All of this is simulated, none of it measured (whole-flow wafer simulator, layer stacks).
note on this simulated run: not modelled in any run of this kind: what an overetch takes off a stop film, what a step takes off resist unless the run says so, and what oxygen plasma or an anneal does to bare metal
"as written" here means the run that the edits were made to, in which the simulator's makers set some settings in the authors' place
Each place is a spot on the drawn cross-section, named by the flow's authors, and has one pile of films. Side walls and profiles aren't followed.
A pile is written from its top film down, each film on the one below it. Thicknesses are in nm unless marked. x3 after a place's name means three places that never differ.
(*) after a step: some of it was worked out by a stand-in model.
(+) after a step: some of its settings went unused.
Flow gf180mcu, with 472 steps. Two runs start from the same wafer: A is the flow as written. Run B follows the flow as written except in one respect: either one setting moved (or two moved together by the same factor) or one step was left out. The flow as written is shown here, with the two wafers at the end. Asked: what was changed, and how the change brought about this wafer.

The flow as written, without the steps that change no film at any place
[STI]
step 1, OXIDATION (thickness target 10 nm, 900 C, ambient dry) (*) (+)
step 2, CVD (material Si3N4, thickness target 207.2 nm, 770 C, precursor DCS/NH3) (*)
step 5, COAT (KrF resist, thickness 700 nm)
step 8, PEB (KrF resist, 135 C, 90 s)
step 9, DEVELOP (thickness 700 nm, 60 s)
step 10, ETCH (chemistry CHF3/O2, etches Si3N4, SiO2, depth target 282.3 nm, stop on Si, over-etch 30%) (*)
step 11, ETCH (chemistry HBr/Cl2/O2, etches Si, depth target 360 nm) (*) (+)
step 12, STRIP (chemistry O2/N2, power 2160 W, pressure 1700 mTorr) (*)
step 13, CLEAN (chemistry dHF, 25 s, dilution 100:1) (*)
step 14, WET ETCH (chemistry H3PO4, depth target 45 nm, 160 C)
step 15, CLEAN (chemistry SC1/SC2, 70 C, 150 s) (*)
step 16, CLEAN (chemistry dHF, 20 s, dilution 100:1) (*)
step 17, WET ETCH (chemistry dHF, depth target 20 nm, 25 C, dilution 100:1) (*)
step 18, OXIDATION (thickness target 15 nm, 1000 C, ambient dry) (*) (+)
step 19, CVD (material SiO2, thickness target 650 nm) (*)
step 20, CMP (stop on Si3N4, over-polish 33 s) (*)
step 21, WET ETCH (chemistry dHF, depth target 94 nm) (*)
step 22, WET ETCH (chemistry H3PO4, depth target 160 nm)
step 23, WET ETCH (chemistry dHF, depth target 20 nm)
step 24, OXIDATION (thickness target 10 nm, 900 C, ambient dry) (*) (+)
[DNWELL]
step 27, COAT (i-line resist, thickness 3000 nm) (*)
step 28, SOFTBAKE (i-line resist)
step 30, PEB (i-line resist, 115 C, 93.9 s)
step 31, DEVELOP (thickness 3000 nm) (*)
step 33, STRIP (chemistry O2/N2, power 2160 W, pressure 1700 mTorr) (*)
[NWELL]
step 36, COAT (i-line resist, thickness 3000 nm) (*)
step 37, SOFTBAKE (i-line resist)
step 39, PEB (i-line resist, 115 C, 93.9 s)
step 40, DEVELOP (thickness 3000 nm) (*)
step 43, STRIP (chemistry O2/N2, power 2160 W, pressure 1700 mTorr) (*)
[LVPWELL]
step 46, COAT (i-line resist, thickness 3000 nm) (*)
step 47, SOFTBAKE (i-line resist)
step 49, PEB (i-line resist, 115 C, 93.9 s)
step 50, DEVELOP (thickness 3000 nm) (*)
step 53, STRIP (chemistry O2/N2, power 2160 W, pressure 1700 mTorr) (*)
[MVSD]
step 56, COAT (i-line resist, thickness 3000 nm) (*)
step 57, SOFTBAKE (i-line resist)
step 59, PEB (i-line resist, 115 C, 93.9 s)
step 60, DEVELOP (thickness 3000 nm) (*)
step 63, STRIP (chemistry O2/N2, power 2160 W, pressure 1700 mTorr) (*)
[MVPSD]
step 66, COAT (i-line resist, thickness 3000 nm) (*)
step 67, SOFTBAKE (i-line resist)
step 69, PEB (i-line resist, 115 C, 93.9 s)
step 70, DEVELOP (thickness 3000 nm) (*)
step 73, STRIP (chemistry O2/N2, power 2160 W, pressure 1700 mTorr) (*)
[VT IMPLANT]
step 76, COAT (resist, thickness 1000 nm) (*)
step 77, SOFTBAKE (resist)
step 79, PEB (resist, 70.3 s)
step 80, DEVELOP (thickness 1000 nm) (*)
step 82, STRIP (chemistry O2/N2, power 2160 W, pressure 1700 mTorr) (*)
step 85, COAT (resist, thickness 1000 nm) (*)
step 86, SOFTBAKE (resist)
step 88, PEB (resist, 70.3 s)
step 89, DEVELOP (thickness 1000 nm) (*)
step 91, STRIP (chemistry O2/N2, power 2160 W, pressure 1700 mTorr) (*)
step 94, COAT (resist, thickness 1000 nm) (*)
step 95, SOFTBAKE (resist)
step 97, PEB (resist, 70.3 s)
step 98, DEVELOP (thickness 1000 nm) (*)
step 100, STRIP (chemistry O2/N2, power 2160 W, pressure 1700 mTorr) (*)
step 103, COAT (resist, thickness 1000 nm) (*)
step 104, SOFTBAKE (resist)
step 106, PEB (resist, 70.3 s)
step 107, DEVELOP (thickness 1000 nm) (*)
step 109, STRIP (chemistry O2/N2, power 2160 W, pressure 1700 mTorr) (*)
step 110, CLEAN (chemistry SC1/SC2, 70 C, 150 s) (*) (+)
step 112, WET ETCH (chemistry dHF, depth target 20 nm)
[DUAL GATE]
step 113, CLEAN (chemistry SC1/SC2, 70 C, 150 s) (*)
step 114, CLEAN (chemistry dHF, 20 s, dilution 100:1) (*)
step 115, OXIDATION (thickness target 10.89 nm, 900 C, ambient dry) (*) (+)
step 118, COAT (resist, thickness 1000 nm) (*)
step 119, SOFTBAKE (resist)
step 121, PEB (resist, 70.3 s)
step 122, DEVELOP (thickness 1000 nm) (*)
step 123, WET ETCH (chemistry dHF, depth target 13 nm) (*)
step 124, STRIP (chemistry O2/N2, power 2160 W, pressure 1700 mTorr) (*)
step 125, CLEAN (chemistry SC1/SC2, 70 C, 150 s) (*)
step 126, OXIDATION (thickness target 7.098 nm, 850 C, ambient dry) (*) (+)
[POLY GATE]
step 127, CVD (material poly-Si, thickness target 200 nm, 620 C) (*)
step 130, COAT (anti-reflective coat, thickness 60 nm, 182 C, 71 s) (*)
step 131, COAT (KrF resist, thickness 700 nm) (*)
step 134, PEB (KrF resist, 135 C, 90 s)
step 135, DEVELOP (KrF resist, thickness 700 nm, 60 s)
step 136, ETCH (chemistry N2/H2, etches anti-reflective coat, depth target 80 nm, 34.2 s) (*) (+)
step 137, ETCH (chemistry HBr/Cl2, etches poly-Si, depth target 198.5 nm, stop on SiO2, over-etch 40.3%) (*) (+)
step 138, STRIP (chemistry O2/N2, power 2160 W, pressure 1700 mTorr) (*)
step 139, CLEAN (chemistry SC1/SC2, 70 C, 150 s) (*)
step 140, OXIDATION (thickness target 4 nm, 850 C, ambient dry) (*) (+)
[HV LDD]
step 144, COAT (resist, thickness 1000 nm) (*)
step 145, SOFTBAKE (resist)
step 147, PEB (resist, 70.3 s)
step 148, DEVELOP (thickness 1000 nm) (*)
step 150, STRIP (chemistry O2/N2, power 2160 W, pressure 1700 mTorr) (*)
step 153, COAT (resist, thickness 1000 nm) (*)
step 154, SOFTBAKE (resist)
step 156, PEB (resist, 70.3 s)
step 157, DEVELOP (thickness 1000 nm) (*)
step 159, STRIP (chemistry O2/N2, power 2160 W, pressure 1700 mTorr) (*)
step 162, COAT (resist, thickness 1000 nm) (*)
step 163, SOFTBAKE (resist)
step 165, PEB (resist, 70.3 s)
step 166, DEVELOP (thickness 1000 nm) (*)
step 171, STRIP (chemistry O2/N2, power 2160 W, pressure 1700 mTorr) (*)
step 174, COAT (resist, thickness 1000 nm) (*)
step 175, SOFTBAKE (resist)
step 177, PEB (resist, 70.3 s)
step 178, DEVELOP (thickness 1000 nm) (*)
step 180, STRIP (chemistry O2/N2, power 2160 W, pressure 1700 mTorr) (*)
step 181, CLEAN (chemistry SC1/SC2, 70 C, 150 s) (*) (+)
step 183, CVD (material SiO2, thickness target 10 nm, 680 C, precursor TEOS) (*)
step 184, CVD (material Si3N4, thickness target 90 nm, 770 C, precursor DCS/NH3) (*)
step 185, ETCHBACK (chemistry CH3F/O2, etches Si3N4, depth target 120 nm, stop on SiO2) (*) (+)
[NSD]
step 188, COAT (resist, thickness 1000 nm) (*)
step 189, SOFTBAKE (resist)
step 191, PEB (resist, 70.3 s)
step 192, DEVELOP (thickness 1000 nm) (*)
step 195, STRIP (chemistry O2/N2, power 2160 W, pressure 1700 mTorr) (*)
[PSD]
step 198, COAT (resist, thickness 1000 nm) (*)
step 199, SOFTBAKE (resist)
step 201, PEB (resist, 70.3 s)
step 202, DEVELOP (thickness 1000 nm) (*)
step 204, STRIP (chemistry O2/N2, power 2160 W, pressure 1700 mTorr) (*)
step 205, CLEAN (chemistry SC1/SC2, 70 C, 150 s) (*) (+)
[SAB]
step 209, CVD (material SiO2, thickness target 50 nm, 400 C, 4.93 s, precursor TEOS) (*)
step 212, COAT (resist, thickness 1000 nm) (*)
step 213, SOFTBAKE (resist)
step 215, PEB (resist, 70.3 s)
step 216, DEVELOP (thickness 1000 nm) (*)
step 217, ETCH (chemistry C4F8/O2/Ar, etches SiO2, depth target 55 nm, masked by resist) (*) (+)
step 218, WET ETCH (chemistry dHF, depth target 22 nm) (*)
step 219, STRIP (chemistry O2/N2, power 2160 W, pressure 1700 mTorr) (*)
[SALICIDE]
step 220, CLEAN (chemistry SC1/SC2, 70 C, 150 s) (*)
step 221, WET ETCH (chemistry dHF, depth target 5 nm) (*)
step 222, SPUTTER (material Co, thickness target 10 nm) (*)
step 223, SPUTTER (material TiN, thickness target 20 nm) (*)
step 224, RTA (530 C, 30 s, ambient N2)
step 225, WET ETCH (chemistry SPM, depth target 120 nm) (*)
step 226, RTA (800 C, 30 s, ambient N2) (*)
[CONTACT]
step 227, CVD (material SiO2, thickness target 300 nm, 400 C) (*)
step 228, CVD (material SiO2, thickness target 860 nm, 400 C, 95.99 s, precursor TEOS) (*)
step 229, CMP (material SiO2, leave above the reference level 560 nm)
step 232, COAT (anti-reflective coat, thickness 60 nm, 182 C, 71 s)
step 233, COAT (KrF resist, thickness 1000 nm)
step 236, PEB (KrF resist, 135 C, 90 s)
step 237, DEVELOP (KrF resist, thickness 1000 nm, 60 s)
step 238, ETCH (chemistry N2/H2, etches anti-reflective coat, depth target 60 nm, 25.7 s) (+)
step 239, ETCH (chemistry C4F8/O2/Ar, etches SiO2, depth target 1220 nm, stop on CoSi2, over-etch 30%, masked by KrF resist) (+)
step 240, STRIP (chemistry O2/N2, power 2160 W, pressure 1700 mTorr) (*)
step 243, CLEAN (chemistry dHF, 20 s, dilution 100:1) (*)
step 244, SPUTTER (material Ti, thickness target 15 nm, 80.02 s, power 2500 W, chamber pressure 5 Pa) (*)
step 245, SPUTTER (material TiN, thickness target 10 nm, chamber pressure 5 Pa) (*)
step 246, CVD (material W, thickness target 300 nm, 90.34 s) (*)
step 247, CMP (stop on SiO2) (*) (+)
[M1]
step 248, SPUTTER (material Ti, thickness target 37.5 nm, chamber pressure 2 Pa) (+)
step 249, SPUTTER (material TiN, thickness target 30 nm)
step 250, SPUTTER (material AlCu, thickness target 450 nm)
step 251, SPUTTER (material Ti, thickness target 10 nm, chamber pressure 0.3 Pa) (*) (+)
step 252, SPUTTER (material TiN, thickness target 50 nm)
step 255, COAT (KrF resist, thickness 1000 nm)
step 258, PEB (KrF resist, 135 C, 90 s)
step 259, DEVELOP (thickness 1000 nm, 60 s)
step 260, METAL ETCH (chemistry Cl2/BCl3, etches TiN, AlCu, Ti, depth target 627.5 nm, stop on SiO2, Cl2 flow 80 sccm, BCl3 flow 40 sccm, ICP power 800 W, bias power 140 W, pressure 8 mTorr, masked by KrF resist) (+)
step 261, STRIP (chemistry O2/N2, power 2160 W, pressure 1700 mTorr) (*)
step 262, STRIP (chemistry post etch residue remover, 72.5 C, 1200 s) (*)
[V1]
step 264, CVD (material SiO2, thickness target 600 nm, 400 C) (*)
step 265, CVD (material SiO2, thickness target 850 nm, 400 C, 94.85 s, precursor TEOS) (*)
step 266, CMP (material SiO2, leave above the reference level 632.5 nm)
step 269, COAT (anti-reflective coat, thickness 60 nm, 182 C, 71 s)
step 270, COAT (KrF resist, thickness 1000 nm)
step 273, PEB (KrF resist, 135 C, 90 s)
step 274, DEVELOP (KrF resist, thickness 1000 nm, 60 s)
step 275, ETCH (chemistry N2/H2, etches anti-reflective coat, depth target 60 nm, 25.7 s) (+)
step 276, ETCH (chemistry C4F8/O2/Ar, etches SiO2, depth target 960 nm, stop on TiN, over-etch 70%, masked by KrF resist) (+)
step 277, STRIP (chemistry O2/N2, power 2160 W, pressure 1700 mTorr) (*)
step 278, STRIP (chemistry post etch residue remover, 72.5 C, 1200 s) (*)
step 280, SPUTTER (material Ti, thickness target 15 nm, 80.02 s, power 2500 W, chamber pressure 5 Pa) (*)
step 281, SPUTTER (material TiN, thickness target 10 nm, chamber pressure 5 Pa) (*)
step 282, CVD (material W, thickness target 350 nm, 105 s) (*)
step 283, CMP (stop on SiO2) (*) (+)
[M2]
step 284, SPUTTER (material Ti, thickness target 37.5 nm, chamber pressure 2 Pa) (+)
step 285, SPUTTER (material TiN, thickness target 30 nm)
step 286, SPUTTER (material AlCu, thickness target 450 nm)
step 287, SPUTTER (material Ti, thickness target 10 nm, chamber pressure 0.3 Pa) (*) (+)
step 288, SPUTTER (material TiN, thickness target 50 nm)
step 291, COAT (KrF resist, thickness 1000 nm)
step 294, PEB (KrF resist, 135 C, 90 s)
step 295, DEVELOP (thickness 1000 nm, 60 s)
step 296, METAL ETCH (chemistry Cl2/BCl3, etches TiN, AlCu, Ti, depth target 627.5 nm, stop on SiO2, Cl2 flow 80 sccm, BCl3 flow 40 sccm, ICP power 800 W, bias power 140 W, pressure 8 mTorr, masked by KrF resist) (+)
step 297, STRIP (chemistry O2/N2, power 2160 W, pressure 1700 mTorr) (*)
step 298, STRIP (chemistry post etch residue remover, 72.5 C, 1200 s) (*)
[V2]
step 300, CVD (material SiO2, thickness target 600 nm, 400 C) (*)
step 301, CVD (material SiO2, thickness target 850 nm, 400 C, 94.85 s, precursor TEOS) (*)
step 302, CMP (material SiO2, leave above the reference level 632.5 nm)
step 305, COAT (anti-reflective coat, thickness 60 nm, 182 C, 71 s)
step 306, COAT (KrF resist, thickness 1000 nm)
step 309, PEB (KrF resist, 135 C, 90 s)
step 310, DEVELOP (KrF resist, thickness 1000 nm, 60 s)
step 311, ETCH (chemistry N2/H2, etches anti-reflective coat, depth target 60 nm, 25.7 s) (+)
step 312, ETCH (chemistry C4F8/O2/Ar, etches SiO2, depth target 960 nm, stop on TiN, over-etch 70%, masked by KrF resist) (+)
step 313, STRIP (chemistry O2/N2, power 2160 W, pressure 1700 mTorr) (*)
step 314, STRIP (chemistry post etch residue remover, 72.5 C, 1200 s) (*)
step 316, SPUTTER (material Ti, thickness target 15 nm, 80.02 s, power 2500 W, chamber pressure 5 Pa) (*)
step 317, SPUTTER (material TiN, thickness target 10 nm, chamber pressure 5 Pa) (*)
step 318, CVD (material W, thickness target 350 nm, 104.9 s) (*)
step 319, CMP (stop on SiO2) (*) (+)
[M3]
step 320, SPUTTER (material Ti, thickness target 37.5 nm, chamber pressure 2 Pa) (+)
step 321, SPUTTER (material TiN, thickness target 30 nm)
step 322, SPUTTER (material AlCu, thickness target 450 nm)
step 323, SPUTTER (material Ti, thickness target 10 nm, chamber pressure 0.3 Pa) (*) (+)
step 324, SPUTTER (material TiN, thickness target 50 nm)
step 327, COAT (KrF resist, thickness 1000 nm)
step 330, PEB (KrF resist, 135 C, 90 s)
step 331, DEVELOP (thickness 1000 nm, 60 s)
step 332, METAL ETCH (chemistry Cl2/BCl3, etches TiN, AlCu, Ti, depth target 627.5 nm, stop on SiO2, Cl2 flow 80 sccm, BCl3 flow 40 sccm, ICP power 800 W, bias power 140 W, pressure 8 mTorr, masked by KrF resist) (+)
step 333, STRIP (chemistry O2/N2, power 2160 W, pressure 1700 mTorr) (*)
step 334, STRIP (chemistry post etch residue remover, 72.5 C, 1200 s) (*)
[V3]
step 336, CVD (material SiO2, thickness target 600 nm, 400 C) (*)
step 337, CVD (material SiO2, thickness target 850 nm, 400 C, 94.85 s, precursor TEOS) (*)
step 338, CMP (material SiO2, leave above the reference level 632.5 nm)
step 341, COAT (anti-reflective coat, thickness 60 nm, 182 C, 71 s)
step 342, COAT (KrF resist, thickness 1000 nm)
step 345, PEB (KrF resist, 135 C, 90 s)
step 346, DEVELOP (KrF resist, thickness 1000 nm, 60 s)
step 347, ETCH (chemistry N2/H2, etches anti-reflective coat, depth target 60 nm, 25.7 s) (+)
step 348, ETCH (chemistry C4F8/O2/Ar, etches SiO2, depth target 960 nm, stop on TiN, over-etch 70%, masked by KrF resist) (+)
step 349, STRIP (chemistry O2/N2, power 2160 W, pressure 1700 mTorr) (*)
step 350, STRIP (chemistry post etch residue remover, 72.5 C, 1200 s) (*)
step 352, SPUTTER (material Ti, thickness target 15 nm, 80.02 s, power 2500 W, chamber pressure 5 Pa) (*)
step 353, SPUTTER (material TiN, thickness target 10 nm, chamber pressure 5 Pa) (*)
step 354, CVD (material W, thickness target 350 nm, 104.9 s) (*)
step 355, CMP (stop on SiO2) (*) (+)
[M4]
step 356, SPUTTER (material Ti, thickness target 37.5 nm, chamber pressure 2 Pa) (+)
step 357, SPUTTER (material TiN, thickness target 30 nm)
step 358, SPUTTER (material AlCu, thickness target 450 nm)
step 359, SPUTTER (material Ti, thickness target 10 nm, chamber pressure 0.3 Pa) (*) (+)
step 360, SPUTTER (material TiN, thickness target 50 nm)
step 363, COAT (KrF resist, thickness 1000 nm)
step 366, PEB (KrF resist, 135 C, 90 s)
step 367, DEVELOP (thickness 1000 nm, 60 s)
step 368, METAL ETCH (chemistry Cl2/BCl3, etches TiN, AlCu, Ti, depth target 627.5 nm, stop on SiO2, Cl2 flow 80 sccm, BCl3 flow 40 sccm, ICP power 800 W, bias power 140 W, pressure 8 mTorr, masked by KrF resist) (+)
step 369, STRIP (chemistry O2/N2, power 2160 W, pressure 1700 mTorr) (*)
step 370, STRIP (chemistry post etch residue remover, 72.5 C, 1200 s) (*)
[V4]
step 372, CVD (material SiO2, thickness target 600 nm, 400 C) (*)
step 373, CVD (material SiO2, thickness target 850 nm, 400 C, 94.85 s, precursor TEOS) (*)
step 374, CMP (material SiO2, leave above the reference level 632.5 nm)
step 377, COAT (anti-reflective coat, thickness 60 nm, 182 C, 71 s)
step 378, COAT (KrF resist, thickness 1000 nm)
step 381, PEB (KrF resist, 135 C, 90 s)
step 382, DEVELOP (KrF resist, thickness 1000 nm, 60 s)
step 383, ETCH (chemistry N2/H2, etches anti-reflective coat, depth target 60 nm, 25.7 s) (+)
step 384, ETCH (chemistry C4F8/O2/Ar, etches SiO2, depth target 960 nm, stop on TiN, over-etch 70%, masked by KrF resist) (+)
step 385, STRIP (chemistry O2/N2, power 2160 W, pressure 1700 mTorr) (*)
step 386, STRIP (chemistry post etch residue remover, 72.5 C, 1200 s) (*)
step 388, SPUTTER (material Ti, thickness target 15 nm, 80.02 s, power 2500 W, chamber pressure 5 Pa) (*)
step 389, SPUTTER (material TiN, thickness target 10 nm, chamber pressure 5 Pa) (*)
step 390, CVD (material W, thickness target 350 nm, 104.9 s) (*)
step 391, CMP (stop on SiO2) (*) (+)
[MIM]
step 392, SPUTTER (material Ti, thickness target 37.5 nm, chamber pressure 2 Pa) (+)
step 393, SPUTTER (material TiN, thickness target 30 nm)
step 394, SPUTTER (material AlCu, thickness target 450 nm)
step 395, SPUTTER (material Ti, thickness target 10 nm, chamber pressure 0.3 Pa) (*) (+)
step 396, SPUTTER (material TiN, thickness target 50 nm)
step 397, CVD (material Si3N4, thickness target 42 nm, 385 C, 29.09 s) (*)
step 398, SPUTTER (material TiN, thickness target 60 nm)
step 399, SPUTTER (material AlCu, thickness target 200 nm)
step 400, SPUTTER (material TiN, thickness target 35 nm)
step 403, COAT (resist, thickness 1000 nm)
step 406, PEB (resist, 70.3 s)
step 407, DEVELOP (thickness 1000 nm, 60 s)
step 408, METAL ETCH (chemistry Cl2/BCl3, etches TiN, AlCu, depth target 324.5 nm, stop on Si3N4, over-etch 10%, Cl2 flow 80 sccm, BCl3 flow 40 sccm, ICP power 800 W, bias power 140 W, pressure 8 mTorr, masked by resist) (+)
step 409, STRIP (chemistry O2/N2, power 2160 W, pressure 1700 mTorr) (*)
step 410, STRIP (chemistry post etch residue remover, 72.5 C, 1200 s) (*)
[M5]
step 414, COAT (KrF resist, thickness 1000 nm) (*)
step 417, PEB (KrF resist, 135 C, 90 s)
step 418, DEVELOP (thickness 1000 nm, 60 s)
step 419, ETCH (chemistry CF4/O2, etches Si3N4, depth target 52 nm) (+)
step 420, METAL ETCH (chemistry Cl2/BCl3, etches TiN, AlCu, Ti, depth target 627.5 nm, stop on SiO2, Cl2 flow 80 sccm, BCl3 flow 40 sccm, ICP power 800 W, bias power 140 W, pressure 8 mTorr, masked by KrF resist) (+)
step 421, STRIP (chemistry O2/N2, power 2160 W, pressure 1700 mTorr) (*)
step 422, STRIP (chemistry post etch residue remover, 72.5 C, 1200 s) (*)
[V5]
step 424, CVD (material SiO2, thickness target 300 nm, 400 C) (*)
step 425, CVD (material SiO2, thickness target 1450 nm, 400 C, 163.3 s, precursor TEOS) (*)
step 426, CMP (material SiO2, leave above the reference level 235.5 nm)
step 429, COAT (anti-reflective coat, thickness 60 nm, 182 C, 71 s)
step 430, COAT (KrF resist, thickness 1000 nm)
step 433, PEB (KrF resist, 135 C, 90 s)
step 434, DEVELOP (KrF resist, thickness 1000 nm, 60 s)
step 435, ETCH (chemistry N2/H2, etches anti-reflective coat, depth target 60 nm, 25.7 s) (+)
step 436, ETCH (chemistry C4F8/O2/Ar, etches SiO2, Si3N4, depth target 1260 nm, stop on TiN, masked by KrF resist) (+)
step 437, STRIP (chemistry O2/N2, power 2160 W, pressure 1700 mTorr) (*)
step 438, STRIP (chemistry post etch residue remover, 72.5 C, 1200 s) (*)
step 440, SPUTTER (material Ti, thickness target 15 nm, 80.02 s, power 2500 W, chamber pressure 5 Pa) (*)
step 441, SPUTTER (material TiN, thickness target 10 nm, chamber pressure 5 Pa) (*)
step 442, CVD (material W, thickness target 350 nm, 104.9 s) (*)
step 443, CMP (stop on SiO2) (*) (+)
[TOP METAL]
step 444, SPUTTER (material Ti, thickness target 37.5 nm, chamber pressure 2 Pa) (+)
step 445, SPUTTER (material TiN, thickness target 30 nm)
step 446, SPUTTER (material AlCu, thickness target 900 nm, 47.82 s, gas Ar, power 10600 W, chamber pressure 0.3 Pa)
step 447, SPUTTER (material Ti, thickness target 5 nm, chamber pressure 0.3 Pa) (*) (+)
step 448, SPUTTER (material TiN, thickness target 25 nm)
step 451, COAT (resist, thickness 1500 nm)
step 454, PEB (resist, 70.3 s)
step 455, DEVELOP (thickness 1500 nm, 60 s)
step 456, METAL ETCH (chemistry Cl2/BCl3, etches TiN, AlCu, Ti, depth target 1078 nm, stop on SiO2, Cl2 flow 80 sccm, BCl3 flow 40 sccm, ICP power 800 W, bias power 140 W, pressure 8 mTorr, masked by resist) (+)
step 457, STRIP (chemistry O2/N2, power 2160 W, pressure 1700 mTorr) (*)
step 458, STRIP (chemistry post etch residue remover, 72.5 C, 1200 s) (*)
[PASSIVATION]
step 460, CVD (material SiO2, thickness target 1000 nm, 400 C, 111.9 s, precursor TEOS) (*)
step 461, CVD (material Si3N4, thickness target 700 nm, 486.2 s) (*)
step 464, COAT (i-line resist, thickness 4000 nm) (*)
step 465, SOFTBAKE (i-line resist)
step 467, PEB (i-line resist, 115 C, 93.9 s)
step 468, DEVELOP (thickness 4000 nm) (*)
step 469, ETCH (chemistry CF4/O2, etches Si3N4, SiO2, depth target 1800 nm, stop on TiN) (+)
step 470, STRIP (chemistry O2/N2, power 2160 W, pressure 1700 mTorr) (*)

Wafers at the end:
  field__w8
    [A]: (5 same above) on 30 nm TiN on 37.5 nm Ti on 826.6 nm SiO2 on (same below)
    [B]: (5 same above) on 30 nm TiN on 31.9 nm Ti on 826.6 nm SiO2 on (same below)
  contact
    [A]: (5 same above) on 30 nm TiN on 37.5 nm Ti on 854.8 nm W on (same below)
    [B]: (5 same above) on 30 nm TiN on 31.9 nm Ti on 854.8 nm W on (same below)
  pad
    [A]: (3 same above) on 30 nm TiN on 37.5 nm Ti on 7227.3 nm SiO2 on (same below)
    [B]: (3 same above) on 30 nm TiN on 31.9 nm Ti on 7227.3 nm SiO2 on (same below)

The reason: step 444, SPUTTER: thickness target 31.9 nm was run, while the flow as written has thickness target 37.5 nm.
One can read it off the wafer: field__w8 has Ti 31.9, and step 444 as written asks for 37.5 nm.

How this came from the change, step by step:
  step 444, SPUTTER (material Ti, thickness target 37.5 nm, chamber pressure 2 Pa) (+)
      field, field__w1, field__w2 and 109 more: A Ti gains 37.5 (new film) | B Ti gains 31.9 (new film)
  step 456, METAL ETCH (chemistry Cl2/BCl3, etches TiN, AlCu, Ti, depth target 1078 nm, stop on SiO2, Cl2 flow 80 sccm, BCl3 flow 40 sccm, ICP power 800 W, bias power 140 W, pressure 8 mTorr, masked by resist) (+)
      field, field__w1, field__w2 and 103 more: A TiN loses 25 (all of it), Ti loses 5 (all of it), AlCu loses 900 (all of it), TiN loses 30 (all of it), Ti loses 37.5 (all of it) | B TiN loses 25 (all of it), Ti loses 5 (all of it), AlCu loses 900 (all of it), TiN loses 30 (all of it), Ti loses 31.9 (all of it)
